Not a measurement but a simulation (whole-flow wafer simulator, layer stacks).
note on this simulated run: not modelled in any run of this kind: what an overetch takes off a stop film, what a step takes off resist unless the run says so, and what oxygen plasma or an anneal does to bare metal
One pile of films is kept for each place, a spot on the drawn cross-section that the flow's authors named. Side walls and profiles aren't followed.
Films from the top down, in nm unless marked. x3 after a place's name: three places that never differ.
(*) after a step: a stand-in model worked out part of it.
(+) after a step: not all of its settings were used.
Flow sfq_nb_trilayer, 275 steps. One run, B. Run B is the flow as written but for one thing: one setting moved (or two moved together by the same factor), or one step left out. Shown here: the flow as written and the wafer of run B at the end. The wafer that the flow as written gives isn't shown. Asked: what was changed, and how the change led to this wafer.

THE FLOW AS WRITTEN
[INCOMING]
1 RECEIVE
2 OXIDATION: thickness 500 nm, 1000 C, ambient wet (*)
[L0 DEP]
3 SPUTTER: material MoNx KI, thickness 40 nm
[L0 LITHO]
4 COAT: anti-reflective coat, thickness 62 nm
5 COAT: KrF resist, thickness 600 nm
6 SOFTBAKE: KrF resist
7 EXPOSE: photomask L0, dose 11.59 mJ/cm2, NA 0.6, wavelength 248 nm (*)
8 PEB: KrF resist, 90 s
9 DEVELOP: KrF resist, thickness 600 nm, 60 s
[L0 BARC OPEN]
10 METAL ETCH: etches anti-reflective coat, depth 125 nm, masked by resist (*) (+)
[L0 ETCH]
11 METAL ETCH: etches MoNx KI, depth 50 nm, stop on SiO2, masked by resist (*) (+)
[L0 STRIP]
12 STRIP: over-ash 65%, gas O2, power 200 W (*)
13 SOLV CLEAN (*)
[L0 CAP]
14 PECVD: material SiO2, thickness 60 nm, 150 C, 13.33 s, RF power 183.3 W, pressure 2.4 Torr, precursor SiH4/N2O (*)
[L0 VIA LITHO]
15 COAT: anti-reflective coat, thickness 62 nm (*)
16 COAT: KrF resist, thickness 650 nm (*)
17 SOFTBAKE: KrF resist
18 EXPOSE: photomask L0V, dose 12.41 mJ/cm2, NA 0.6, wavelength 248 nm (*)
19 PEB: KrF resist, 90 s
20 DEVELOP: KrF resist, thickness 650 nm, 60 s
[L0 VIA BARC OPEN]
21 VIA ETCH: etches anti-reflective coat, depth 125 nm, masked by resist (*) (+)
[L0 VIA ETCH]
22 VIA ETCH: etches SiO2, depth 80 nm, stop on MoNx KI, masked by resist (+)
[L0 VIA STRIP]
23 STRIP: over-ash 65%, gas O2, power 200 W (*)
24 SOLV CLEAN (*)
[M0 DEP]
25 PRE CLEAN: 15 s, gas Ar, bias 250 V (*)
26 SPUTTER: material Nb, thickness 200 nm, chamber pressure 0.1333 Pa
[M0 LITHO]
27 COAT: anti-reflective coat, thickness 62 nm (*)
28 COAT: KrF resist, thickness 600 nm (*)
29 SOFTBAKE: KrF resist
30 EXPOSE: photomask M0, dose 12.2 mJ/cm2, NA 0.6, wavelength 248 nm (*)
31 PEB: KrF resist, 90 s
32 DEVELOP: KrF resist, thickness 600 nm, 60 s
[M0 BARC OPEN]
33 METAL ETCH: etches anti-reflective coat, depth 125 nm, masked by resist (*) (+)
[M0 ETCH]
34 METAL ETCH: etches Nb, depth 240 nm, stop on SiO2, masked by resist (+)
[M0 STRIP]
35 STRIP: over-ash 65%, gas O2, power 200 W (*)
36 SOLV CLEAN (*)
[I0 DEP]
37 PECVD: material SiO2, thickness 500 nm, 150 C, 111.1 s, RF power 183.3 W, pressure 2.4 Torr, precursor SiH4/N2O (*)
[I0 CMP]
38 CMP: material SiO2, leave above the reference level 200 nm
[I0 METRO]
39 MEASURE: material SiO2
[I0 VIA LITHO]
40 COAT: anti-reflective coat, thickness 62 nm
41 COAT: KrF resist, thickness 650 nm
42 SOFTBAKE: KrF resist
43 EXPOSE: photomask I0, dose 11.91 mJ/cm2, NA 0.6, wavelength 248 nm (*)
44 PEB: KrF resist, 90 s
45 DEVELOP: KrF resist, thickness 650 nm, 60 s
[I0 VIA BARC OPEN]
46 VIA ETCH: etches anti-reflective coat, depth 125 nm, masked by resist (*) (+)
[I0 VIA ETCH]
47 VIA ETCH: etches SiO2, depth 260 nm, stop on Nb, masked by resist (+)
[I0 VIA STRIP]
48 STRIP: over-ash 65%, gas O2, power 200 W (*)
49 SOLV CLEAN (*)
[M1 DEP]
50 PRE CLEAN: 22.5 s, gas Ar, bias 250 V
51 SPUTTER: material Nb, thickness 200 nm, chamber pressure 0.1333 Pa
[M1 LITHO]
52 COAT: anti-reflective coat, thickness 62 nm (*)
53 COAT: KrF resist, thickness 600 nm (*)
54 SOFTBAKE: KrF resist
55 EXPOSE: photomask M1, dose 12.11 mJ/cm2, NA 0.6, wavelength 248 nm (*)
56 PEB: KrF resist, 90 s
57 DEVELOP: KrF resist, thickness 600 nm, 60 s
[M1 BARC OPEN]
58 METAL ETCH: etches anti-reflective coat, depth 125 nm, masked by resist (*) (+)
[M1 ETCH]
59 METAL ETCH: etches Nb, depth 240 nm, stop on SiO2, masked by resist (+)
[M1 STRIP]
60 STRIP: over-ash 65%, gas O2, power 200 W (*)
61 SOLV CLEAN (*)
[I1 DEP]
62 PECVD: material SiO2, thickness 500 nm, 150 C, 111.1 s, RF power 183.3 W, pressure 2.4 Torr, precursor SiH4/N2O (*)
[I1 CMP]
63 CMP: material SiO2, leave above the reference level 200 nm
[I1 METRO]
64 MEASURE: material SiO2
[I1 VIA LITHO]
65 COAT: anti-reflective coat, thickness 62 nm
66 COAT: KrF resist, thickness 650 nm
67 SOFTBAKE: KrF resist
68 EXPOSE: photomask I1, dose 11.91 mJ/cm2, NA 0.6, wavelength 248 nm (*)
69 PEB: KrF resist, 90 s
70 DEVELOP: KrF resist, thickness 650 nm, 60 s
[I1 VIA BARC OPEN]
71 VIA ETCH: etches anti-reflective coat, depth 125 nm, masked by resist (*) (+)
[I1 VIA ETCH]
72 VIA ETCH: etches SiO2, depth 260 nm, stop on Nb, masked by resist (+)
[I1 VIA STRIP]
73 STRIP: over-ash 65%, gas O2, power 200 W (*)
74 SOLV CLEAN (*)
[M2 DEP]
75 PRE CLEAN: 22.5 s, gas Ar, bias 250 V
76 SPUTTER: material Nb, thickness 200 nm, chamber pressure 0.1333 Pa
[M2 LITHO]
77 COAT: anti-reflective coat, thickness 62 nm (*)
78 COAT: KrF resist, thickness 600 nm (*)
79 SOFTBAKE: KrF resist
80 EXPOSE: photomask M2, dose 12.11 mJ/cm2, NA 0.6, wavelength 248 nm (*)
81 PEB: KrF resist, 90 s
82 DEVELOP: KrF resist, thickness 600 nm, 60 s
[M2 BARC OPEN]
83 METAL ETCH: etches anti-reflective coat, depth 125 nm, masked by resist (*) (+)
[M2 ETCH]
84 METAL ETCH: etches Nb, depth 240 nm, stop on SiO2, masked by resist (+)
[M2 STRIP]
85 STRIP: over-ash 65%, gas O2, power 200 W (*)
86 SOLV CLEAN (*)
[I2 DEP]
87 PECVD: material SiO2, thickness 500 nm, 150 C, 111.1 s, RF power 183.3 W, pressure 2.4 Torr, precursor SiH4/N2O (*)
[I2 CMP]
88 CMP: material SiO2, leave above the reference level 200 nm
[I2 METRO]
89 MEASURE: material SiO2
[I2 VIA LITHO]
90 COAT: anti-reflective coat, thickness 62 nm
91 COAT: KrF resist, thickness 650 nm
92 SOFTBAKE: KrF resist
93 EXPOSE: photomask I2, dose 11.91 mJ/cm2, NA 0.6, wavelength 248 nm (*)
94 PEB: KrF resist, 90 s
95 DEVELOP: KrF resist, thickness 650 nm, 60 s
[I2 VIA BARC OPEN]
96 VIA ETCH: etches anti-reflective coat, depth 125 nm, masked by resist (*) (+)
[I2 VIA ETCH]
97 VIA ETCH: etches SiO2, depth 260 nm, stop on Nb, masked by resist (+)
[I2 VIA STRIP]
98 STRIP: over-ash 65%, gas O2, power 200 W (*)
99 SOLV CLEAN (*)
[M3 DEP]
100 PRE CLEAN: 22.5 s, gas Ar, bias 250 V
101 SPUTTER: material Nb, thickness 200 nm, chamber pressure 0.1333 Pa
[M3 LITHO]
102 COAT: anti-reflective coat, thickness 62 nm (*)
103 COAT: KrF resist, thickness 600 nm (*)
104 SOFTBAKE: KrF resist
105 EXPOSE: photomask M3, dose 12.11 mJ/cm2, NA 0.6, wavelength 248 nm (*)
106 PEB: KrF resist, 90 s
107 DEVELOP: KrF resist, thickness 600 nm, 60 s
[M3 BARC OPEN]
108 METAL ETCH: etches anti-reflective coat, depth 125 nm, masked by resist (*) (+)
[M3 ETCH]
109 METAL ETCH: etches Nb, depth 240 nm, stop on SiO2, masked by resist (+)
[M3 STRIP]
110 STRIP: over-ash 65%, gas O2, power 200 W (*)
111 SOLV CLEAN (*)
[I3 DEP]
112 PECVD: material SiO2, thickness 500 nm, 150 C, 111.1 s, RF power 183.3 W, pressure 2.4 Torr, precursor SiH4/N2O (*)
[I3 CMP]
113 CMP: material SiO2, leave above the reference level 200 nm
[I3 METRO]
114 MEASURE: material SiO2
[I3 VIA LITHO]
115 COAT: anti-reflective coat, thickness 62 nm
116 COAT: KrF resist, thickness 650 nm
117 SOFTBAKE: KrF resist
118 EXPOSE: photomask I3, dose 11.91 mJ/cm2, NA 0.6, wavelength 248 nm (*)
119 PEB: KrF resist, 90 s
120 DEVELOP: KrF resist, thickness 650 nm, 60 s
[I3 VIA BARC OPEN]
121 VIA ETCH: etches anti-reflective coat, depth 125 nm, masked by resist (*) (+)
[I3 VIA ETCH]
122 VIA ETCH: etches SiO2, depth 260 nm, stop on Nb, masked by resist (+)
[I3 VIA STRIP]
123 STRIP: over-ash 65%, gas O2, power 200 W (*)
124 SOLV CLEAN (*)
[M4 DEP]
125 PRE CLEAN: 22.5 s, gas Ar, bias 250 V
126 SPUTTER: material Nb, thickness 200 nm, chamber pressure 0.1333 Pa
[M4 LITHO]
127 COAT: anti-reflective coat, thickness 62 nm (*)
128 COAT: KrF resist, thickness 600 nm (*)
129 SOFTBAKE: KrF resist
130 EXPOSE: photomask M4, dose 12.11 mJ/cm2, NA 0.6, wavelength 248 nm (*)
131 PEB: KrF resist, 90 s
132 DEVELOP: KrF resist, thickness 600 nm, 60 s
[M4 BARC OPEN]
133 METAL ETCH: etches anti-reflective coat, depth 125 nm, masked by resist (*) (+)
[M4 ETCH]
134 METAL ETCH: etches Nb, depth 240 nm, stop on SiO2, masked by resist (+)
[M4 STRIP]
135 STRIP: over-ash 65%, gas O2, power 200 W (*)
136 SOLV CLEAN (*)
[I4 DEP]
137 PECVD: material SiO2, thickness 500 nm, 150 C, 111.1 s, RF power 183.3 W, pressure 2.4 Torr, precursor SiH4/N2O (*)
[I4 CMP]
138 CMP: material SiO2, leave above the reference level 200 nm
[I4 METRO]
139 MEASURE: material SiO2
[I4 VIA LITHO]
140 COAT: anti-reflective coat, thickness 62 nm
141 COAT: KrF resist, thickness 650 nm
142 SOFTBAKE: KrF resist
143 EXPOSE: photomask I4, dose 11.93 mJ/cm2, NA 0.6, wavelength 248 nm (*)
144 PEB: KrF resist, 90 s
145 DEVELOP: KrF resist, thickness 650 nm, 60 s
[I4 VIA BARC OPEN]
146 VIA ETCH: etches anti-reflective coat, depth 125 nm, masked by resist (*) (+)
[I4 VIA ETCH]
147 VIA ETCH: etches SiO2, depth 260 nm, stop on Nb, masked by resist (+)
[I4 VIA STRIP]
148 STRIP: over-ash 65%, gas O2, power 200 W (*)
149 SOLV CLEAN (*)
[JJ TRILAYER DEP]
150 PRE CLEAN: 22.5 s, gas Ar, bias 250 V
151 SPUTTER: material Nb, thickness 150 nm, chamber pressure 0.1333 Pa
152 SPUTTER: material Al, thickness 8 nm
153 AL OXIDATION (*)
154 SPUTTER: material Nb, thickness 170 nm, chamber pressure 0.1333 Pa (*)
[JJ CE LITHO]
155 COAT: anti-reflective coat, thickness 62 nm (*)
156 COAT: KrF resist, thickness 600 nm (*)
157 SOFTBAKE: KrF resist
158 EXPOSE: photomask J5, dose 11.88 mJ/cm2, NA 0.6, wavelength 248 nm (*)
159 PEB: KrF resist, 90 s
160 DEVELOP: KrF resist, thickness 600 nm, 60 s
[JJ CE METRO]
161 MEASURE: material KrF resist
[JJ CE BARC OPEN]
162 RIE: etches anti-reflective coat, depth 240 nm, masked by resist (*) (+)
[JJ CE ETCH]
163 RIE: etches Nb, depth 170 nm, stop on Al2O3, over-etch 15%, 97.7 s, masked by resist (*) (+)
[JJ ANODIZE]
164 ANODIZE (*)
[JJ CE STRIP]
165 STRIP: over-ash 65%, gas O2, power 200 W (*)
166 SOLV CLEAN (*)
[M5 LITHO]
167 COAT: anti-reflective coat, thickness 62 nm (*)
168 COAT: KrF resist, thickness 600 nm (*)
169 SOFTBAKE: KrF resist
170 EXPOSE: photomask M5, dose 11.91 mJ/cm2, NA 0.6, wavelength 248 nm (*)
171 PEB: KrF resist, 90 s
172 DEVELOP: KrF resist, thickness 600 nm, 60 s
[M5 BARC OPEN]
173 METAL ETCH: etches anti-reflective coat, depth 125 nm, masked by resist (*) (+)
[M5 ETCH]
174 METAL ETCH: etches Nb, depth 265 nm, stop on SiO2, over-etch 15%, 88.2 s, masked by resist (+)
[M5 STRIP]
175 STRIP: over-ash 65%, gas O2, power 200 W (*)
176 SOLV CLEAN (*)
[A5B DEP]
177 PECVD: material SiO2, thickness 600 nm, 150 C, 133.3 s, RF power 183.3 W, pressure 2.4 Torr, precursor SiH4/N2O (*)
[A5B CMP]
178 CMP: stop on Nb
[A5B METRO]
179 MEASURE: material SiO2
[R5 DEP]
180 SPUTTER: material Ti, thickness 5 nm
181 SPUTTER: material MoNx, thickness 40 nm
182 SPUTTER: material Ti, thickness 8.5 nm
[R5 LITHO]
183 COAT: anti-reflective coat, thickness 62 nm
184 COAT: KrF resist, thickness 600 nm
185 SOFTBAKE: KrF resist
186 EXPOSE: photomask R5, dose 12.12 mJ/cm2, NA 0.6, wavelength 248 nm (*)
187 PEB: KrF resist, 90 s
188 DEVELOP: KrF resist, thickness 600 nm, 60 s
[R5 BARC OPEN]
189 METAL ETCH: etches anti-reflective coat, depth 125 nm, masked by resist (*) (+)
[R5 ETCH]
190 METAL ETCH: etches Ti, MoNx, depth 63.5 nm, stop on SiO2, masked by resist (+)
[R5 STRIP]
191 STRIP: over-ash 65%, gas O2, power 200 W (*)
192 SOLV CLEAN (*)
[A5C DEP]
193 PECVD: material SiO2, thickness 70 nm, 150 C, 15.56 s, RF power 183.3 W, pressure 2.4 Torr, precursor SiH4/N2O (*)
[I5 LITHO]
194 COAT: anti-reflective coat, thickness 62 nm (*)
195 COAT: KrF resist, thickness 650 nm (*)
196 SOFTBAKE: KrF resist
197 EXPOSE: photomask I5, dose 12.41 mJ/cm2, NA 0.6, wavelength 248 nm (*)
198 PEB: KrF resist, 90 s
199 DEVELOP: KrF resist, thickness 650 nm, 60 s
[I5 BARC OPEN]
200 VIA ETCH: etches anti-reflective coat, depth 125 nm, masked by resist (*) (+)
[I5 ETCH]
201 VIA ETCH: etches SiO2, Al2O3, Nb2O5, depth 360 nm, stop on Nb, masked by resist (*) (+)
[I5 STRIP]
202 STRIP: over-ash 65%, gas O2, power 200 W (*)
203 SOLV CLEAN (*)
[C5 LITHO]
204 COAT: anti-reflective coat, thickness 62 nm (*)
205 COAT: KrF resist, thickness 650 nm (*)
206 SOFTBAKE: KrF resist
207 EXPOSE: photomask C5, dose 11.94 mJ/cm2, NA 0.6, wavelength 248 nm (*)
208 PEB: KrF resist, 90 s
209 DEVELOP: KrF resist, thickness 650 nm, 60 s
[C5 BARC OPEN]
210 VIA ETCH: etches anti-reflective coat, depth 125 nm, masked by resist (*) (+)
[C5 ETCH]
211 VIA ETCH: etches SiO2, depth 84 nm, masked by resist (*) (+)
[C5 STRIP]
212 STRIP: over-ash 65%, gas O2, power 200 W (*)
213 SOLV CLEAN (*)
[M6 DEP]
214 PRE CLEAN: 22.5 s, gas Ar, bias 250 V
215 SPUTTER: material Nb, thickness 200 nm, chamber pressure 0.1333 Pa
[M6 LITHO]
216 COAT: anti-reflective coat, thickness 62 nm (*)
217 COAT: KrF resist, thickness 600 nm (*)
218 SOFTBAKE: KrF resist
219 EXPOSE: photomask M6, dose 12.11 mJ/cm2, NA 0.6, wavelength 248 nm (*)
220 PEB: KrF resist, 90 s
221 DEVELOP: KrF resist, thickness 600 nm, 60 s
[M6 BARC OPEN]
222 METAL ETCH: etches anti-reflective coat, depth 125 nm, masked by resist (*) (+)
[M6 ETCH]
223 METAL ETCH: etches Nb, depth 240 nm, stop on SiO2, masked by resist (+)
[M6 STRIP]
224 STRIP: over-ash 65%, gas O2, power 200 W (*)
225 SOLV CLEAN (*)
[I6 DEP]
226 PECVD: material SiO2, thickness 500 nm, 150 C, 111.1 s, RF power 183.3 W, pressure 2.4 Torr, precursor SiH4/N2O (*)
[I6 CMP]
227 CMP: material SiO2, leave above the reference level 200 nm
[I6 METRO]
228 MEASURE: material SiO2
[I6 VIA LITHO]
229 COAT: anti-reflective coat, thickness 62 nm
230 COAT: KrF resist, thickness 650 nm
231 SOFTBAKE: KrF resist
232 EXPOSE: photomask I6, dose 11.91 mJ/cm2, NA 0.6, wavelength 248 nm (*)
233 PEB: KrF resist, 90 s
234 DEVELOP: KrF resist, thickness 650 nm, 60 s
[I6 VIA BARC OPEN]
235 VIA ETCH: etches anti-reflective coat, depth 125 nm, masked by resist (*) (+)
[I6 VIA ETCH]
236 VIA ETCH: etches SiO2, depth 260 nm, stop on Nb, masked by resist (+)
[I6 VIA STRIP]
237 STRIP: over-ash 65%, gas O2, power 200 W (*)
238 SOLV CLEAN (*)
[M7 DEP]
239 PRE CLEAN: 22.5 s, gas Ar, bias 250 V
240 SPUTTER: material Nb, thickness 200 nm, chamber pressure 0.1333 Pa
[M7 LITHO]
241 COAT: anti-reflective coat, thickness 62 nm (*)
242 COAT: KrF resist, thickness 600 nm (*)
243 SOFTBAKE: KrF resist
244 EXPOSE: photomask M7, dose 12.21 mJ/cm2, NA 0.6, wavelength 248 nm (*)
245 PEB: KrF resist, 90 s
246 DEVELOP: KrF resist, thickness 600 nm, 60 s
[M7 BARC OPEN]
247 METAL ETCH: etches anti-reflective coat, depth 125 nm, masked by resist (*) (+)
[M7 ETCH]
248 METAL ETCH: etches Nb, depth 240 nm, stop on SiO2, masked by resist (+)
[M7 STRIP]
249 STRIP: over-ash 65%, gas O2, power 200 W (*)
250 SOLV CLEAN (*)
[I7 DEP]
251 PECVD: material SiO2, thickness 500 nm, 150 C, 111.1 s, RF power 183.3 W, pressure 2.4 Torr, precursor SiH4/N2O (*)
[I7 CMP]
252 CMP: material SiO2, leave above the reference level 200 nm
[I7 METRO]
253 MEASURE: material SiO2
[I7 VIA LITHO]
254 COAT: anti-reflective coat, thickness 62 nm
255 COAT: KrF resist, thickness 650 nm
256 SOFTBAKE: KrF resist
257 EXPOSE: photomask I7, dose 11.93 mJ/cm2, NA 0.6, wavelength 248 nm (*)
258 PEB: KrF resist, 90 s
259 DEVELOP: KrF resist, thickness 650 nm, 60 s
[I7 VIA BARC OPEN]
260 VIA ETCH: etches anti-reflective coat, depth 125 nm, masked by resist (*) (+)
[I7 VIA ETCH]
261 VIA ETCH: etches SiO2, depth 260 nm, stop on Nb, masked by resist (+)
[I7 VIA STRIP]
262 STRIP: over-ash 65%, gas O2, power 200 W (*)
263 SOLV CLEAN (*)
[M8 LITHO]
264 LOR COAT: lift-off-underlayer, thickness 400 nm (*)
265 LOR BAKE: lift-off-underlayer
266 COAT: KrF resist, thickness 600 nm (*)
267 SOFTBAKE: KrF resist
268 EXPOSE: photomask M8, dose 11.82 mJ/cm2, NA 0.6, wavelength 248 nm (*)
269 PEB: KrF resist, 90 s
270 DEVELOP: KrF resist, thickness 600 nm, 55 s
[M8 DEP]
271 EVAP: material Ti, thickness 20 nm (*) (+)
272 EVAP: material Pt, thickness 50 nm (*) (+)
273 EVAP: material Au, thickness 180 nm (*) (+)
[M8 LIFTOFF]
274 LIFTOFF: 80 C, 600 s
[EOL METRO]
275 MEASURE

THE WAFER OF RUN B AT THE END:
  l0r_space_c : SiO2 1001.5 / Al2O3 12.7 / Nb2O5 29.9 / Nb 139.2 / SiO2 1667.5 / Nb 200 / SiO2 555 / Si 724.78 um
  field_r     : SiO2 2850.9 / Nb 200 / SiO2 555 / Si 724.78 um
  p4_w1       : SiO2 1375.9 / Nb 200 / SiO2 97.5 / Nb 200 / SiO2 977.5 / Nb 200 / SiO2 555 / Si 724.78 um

The cause: step 113, CMP: leave above the reference level 105 nm was run, where the flow has leave above the reference level 200 nm.

How the change led to this, step by step:
  113 CMP: material SiO2, leave above the reference level 200 nm
      field_l, be, be_sur and 64 more: SiO2 -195 (as written it would be: SiO2 -100)
      v_sur, via_wl, via_wr and 27 more: SiO2 -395 (as written it would be: SiO2 -300)
      (and at 9 more places)
  122 VIA ETCH: etches SiO2, depth 260 nm, stop on Nb, masked by resist (+)
      field_l, v_sur, via_wl and 102 more: KrF resist -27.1 (as written it would be: KrF resist -44.8)
      via_v: SiO2 -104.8 (all of it) (as written it would be: SiO2 -199.8 (all of it))
  123 STRIP: over-ash 65%, gas O2, power 200 W (*)
      field_l, v_sur, via_wl and 102 more: KrF resist -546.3 (all of it), anti-reflective coat -62 (all of it) (as written it would be: KrF resist -528.6 (all of it), anti-reflective coat -62 (all of it))
  126 SPUTTER: material Nb, thickness 200 nm, chamber pressure 0.1333 Pa
      via_v: Nb +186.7 (as written it would be: Nb +165.5)
  127 COAT: anti-reflective coat, thickness 62 nm (*)
      via_sp: anti-reflective coat +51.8 (new film) (as written it would be: anti-reflective coat +53 (new film))
      via_v: anti-reflective coat +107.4 (new film) (as written it would be: anti-reflective coat +124.8 (new film))
      (and at 1 more place)
  128 COAT: KrF resist, thickness 600 nm (*)
      via_v: KrF resist +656 (new film) (as written it would be: KrF resist +739.8 (new film))
  135 STRIP: over-ash 65%, gas O2, power 200 W (*)
      via_sp: KrF resist -382.6 (all of it), anti-reflective coat -51.8 (all of it) (as written it would be: KrF resist -373.9 (all of it), anti-reflective coat -53 (all of it))
      via_v: KrF resist -438.2 (all of it), anti-reflective coat -107.4 (all of it) (as written it would be: KrF resist -521.8 (all of it), anti-reflective coat -124.8 (all of it))
      (and at 1 more place)
  137 PECVD: material SiO2, thickness 500 nm, 150 C, 111.1 s, RF power 183.3 W, pressure 2.4 Torr, precursor SiH4/N2O (*)
      via_v: SiO2 +500 (new film) (as written it would be: SiO2 +615 (new film))
